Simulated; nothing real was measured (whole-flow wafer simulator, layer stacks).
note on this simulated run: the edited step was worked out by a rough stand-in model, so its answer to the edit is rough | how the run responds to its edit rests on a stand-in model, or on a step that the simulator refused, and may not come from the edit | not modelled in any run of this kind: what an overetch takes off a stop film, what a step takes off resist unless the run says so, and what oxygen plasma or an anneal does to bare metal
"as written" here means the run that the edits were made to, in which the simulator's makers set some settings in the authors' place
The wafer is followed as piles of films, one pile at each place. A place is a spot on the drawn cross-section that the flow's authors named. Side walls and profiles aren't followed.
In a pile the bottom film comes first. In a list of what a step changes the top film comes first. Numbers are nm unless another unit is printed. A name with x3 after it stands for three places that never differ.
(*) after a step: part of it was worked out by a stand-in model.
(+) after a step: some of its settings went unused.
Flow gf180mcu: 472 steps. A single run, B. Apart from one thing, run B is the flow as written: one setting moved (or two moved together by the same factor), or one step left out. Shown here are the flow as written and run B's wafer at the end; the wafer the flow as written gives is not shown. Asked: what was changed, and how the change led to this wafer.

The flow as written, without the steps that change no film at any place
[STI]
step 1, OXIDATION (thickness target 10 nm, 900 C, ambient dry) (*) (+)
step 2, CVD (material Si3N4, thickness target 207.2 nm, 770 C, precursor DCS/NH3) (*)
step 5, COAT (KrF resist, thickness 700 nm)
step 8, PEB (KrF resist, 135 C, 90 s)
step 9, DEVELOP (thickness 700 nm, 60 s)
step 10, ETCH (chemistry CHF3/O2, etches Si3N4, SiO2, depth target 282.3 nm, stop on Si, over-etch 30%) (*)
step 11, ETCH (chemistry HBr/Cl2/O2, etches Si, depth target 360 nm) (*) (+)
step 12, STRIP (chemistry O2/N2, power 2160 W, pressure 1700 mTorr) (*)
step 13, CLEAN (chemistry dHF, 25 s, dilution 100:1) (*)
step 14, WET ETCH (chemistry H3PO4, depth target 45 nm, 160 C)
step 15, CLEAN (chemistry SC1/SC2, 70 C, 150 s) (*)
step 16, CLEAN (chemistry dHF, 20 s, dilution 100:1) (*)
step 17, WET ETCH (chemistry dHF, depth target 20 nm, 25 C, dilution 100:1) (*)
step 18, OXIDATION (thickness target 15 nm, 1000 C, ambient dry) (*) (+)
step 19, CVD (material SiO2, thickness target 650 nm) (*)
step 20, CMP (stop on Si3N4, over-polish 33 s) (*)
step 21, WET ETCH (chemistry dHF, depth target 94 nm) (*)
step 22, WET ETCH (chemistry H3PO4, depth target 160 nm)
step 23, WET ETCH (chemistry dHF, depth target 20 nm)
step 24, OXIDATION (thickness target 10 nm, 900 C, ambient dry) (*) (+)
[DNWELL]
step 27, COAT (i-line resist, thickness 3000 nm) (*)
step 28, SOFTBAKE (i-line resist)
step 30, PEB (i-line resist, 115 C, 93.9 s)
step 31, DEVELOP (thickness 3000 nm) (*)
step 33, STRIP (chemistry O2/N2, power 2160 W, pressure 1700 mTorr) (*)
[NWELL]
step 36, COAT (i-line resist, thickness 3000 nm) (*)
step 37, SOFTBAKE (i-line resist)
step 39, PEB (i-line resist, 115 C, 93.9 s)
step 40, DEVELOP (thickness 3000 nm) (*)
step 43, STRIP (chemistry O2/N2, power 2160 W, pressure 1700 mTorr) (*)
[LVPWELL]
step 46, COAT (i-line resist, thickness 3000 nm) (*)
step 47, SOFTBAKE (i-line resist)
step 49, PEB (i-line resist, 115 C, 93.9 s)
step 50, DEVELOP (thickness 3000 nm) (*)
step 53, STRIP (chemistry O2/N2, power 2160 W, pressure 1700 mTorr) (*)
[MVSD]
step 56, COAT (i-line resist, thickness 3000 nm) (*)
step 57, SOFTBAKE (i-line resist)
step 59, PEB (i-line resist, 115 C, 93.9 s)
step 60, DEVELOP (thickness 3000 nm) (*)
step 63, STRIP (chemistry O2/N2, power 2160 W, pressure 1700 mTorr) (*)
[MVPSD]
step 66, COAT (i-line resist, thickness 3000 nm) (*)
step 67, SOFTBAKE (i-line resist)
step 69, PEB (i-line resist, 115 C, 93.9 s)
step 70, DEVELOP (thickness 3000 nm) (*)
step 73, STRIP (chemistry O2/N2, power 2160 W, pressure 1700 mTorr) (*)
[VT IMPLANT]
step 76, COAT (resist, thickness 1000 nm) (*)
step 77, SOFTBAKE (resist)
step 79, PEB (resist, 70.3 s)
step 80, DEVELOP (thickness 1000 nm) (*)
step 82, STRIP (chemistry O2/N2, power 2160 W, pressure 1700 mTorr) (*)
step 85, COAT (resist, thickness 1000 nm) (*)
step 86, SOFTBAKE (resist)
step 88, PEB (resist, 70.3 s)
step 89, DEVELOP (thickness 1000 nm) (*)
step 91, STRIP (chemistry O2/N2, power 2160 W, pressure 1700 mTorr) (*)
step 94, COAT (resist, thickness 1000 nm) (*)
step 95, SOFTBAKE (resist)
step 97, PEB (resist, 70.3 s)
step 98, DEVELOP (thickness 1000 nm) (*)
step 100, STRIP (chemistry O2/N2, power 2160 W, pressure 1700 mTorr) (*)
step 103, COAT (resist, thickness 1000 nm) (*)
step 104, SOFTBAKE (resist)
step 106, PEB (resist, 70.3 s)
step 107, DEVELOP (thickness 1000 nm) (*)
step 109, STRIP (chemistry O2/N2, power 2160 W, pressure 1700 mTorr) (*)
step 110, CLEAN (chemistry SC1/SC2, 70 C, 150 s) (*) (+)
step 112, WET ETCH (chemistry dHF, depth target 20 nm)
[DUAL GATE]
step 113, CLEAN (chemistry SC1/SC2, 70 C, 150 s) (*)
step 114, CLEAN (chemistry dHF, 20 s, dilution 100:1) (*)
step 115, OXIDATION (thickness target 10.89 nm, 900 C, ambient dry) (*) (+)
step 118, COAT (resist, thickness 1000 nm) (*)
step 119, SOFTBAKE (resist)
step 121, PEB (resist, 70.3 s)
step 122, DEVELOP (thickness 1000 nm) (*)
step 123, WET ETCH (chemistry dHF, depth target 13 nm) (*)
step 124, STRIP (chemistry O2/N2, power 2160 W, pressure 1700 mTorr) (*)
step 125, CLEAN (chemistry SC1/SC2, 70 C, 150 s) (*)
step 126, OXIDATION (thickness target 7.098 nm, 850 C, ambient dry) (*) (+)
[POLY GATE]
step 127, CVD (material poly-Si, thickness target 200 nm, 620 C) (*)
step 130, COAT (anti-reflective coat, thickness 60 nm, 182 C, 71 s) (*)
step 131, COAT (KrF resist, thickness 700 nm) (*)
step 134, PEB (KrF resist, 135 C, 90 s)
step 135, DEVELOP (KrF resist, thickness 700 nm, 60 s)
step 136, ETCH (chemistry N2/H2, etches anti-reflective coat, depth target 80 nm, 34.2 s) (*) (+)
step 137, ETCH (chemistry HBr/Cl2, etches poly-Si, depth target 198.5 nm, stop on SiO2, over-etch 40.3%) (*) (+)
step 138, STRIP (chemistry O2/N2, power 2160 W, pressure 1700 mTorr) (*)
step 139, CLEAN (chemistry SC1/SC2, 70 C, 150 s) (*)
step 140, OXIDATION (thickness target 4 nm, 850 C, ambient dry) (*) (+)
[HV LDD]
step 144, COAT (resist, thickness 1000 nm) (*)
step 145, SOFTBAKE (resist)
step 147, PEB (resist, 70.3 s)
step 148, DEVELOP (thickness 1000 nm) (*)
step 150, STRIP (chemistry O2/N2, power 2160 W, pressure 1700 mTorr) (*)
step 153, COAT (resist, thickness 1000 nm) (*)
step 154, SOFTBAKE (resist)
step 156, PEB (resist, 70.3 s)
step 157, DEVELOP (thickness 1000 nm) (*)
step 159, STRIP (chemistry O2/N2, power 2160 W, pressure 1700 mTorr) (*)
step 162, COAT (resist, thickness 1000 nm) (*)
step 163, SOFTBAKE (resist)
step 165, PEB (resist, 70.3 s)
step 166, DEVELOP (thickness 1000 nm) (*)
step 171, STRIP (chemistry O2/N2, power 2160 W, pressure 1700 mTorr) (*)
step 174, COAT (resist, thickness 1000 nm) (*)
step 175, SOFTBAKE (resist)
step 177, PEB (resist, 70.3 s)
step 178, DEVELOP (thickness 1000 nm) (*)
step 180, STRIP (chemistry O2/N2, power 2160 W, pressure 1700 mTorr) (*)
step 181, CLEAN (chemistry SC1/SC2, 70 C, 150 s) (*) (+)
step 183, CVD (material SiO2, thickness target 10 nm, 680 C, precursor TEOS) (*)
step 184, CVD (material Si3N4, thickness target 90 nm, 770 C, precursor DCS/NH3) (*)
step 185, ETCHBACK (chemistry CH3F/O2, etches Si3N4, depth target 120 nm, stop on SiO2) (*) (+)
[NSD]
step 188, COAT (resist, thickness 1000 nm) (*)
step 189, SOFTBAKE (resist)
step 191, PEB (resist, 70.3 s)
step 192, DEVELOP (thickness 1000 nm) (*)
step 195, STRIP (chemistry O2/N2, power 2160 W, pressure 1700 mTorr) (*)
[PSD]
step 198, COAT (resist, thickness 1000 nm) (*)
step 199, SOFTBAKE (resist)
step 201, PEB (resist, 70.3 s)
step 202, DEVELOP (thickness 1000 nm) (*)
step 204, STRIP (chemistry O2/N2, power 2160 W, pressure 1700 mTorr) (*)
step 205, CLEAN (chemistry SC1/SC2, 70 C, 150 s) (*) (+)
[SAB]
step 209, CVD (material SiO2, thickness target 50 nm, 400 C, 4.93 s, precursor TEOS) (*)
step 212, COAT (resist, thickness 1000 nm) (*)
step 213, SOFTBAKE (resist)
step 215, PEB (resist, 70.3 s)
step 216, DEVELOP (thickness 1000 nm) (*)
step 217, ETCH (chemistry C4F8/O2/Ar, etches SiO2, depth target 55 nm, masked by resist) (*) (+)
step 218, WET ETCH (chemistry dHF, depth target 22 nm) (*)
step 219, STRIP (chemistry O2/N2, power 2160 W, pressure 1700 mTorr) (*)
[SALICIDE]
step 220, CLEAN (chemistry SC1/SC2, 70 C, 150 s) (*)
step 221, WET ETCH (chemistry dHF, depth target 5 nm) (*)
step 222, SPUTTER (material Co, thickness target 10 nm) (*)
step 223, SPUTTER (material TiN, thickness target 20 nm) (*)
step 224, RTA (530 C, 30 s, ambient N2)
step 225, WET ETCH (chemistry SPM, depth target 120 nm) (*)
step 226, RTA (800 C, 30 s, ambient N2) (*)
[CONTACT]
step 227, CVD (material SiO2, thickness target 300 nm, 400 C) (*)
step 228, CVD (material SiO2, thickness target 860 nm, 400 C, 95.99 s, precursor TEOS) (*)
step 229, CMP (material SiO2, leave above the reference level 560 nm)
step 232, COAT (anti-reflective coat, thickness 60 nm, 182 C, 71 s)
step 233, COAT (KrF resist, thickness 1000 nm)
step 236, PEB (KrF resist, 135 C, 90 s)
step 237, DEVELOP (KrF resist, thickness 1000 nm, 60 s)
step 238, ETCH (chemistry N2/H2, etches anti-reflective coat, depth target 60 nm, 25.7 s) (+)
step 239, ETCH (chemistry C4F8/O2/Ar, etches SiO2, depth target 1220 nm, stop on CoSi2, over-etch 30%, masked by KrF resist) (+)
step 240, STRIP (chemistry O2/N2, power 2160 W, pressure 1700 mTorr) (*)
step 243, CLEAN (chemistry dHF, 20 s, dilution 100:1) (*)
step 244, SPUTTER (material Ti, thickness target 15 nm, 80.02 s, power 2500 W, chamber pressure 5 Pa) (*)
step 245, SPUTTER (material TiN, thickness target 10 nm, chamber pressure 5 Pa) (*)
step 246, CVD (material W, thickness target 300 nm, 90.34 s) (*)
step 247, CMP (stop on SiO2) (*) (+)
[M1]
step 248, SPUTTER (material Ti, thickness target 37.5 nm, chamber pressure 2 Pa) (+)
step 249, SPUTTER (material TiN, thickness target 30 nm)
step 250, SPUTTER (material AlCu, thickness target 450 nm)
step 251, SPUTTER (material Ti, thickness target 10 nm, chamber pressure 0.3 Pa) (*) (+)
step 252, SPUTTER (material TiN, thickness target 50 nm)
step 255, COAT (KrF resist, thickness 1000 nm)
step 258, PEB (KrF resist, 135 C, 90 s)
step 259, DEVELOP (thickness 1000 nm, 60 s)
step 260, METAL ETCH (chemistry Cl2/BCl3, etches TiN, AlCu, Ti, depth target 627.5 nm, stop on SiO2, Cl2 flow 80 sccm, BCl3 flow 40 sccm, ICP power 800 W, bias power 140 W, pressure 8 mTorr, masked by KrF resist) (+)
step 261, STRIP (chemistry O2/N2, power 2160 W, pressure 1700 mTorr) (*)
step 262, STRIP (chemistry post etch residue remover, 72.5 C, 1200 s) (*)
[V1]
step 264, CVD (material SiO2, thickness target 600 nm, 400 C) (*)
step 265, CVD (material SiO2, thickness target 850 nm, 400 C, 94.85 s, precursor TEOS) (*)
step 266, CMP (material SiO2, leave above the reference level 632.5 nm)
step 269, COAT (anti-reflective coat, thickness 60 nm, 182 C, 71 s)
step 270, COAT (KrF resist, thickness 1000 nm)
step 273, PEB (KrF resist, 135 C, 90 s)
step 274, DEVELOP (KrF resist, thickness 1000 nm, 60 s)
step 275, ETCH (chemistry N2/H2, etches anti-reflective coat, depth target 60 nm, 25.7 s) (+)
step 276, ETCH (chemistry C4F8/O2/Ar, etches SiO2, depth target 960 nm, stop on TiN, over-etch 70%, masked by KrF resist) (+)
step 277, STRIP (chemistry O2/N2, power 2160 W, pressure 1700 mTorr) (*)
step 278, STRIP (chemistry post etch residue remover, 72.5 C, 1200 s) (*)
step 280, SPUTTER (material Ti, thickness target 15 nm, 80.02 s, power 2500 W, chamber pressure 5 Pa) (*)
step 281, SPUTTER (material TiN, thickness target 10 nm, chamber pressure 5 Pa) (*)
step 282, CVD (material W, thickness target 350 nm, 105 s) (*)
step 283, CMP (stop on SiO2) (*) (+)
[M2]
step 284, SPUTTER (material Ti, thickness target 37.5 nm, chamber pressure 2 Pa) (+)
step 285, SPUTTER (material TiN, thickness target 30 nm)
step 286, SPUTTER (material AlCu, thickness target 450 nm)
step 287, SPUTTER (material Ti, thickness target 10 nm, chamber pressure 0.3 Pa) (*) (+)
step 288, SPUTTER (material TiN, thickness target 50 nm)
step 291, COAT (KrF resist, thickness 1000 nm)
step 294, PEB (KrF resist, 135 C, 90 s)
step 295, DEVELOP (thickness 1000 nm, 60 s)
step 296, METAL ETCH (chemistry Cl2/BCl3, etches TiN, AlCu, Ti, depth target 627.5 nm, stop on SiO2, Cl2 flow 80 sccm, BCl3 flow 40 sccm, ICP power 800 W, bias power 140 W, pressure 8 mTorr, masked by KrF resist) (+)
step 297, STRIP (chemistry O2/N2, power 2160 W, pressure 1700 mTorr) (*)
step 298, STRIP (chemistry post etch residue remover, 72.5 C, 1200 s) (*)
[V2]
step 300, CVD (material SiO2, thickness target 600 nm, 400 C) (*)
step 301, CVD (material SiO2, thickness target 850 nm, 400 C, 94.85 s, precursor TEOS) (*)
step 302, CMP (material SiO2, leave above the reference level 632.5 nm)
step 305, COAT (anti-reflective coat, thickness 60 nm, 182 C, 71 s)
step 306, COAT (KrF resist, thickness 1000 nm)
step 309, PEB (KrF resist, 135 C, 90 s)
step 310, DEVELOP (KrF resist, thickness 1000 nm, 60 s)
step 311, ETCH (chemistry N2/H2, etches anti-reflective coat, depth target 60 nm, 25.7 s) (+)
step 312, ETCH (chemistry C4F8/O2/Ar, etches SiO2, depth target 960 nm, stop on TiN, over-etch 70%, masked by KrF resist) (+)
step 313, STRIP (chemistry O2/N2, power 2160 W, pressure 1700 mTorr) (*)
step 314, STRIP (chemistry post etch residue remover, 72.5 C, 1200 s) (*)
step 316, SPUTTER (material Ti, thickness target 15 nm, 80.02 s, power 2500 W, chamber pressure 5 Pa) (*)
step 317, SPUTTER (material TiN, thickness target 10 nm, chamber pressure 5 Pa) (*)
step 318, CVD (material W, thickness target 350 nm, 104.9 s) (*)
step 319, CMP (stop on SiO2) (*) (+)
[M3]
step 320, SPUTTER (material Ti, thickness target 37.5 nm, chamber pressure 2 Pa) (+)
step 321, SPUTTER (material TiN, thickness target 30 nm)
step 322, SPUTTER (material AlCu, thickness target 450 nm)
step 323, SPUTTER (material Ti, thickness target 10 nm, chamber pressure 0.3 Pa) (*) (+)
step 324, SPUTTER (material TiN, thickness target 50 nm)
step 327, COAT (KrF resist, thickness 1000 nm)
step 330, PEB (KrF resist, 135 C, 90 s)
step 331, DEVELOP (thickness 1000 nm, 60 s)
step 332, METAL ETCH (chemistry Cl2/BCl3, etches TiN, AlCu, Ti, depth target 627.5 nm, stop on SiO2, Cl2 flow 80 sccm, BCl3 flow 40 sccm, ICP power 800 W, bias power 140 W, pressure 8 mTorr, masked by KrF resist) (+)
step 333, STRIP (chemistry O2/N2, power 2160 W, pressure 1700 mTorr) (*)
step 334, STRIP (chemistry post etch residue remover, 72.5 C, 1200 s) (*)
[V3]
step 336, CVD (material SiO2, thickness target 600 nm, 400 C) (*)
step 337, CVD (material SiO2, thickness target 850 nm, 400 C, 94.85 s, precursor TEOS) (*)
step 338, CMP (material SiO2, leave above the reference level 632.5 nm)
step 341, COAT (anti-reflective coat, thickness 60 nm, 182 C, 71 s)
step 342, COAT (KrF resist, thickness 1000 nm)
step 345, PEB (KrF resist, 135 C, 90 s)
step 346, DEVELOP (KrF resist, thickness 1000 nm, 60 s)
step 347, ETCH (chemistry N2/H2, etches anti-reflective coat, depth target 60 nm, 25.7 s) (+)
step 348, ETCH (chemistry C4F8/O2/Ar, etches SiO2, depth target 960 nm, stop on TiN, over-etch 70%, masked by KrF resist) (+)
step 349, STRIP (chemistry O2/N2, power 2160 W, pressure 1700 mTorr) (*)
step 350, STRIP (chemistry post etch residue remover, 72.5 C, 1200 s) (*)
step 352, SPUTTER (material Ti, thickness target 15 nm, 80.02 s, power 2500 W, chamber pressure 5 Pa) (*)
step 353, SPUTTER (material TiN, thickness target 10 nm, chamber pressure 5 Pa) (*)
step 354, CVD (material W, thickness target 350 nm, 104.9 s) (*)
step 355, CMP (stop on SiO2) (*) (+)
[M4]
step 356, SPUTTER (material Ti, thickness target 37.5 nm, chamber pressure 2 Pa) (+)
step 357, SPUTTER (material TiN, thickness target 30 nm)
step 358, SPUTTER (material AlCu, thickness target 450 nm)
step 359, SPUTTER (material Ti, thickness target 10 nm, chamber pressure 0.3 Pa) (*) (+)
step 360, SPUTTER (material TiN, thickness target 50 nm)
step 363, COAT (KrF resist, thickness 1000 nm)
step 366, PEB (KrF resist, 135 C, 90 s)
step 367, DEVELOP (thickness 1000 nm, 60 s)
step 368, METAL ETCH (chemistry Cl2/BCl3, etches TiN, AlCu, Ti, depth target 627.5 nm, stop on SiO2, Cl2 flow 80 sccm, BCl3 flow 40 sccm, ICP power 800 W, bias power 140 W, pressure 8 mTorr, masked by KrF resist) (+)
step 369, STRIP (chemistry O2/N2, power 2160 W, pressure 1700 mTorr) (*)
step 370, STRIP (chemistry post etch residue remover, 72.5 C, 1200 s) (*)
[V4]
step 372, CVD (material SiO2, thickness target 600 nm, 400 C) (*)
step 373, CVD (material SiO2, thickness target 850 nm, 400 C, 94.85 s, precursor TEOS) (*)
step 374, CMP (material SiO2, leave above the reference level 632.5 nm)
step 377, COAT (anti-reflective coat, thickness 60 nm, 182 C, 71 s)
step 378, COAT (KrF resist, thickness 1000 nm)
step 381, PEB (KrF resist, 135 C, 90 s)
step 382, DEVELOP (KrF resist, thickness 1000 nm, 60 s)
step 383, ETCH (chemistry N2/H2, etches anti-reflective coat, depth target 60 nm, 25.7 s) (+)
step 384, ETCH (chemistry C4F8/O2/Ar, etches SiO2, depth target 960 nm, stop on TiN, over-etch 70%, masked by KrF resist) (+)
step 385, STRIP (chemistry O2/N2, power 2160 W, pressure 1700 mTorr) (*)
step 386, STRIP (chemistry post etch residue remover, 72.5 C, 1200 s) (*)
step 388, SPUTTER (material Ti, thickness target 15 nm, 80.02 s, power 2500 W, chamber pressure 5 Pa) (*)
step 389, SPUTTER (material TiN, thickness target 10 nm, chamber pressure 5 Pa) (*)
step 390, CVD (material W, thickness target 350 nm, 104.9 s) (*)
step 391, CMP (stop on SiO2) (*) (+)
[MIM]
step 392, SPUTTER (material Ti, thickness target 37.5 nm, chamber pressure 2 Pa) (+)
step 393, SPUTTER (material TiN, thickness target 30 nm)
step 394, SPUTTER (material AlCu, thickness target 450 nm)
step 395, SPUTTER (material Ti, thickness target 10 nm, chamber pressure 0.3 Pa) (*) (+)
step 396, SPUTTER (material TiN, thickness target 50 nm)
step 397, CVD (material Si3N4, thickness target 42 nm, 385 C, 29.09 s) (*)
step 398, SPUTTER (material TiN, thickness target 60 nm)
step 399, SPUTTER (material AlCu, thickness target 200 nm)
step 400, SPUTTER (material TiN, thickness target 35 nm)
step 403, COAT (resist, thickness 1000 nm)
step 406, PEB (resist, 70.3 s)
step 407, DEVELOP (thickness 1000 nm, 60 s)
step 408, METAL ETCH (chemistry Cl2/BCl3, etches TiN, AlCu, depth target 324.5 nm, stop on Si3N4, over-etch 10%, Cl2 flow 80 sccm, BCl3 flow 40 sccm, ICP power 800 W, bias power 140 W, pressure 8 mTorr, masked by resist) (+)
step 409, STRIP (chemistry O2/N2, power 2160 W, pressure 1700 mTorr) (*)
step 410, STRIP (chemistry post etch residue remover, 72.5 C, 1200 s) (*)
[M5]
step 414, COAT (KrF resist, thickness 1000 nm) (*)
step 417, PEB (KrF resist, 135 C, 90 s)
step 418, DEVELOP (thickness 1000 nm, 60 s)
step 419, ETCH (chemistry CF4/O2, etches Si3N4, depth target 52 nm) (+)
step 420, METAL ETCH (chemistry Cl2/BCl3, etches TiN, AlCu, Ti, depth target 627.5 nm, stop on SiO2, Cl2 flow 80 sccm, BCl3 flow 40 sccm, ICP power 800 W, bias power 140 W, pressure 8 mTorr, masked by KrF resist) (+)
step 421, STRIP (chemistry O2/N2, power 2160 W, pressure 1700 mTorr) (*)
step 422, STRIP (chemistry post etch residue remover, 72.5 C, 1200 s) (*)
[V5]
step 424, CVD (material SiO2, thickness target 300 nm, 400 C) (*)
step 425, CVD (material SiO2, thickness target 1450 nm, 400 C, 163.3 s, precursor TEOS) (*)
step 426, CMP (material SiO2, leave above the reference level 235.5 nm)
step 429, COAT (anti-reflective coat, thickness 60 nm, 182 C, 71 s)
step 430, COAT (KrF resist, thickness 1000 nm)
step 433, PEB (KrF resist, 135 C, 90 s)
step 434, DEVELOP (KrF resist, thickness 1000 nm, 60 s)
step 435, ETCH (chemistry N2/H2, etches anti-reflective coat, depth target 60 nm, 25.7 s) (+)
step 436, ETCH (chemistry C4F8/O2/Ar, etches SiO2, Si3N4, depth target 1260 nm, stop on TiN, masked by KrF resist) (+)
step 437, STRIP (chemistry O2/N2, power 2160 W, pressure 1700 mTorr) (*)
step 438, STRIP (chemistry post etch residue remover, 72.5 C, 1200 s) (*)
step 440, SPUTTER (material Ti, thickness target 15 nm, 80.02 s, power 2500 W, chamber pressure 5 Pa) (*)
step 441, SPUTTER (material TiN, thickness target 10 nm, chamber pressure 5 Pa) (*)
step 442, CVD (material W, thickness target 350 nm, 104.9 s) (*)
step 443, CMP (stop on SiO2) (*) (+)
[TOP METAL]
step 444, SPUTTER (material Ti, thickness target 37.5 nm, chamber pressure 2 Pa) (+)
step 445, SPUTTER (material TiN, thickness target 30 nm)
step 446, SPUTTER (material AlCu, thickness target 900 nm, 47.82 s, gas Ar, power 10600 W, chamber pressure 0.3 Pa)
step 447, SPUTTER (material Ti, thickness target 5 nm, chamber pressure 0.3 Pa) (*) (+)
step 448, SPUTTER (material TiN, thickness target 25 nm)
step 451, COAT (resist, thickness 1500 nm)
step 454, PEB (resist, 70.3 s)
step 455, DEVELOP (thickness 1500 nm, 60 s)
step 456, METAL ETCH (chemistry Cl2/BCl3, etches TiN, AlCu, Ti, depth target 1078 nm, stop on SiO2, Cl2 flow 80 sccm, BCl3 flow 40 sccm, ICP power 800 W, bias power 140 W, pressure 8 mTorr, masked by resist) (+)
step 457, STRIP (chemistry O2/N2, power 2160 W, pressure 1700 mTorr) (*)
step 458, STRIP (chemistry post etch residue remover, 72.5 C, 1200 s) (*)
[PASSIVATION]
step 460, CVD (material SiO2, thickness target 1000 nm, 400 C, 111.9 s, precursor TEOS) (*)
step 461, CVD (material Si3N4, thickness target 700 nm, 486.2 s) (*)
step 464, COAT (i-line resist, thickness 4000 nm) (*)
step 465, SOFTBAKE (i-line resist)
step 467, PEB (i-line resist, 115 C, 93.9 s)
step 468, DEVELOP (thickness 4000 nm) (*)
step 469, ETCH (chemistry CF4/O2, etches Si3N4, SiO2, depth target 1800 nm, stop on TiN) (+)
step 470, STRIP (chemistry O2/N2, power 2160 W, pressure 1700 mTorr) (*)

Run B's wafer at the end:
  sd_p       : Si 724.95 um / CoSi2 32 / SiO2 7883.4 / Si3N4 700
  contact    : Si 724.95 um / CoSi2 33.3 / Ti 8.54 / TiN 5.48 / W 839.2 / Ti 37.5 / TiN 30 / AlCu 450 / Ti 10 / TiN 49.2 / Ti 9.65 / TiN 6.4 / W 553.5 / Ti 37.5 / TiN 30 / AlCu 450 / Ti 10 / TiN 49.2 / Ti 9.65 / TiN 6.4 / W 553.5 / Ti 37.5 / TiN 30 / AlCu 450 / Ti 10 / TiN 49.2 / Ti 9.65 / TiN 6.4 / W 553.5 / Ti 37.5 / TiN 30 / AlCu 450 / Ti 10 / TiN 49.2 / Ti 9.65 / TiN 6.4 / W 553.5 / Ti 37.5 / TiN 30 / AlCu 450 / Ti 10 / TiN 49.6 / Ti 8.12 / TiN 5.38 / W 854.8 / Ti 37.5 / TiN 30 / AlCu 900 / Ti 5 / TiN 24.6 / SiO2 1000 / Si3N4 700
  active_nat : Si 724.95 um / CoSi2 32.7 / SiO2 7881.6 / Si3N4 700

Cause: step 185, ETCHBACK: depth target 174 nm was run, while the flow as written has depth target 120 nm.

How this came from the change, step by step:
  step 185, ETCHBACK (chemistry CH3F/O2, etches Si3N4, depth target 120 nm, stop on SiO2) (*) (+)
      field, field__w1, field__w2 and 100 more: Si3N4 loses 90 (all of it), SiO2 loses 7 (it would be, as written: Si3N4 loses 90 (all of it), SiO2 loses 2.5)
  step 189, SOFTBAKE (resist)
      field: resist loses 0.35 (it would be, as written: resist gains 3.56)
      field_sub__w1: resist gains 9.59 (it would be, as written: resist gains 7.47)
      (as well as at 2 more places)
  step 199, SOFTBAKE (resist)
      field: resist loses 0.35 (it would be, as written: resist gains 3.56)
      field_sub__w1: resist gains 9.59 (it would be, as written: resist gains 7.47)
      (as well as at 2 more places)
  step 213, SOFTBAKE (resist)
      field__w5: resist gains 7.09 (it would be, as written: resist gains 7.65)
      gate_p: resist loses 4.56 (it would be, as written: resist loses 5.08)
      (as well as at 2 more places)
  step 218, WET ETCH (chemistry dHF, depth target 22 nm) (*)
      gate, gate_hv, gate_p and 23 more: SiO2 loses 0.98 (all of it) (it would be, as written: SiO2 loses 5.48 (all of it))
      active, p_well, sd_n, iso_ptap_pw, iso_ntap_nw, iso_ptap_sub, vpnp_e: SiO2 loses 4.51 (all of it) (it would be, as written: SiO2 loses 9.01 (all of it))
      (as well as at 16 more places)
  step 222, SPUTTER (material Co, thickness target 10 nm) (*)
      field__w2: Co gains 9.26 (new film) (it would be, as written: Co gains 8.65 (new film))
      field__w3: Co gains 8.81 (new film) (it would be, as written: Co gains 8.06 (new film))
      (as well as at 1 more place)
  step 223, SPUTTER (material TiN, thickness target 20 nm) (*)
      field__w2: TiN gains 18.2 (new film) (it would be, as written: TiN gains 17 (new film))
      field__w3: TiN gains 17.2 (new film) (it would be, as written: TiN gains 15.7 (new film))
      (as well as at 4 more places)
  step 224, RTA (530 C, 30 s, ambient N2)
      ld_sd_n: under 1 film: CoSi gains 17 (new film), Co loses 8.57 (all of it), Si loses 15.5 (it would be, as written: under 1 film: CoSi gains 16.1 (new film), Co loses 8.09 (all of it), Si loses 14.7)
      ld_drn_n: under 1 film: CoSi gains 18.6 (new film), Co loses 9.37 (all of it), Si loses 17 (it would be, as written: under 1 film: CoSi gains 17.9 (new film), Co loses 9.02 (all of it), Si loses 16.4)
      (as well as at 1 more place)
  step 225, WET ETCH (chemistry SPM, depth target 120 nm) (*)
      field__w2: TiN loses 18.2 (all of it), Co loses 9.26 (all of it) (it would be, as written: TiN loses 17 (all of it), Co loses 8.65 (all of it))
      field__w3: TiN loses 17.2 (all of it), Co loses 8.81 (all of it) (it would be, as written: TiN loses 15.7 (all of it), Co loses 8.06 (all of it))
      (as well as at 4 more places)
  step 226, RTA (800 C, 30 s, ambient N2) (*)
      active_nat: CoSi2 gains 32.7 (new film), CoSi loses 18.6 (all of it), Si loses 16.9 (it would be, as written: CoSi2 gains 31.8 (new film), CoSi loses 18.1 (all of it), Si loses 16.5)
      ld_sd_n: CoSi2 gains 30 (new film), CoSi loses 17 (all of it), Si loses 15.5 (it would be, as written: CoSi2 gains 28.3 (new film), CoSi loses 16.1 (all of it), Si loses 14.7)
      (as well as at 3 more places)
  step 229, CMP (material SiO2, leave above the reference level 560 nm)
      field__w2: SiO2 loses 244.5 (it would be, as written: SiO2 loses 250)
      field__w3: SiO2 loses 226.7 (it would be, as written: SiO2 loses 232.3)
      (as well as at 2 more places)
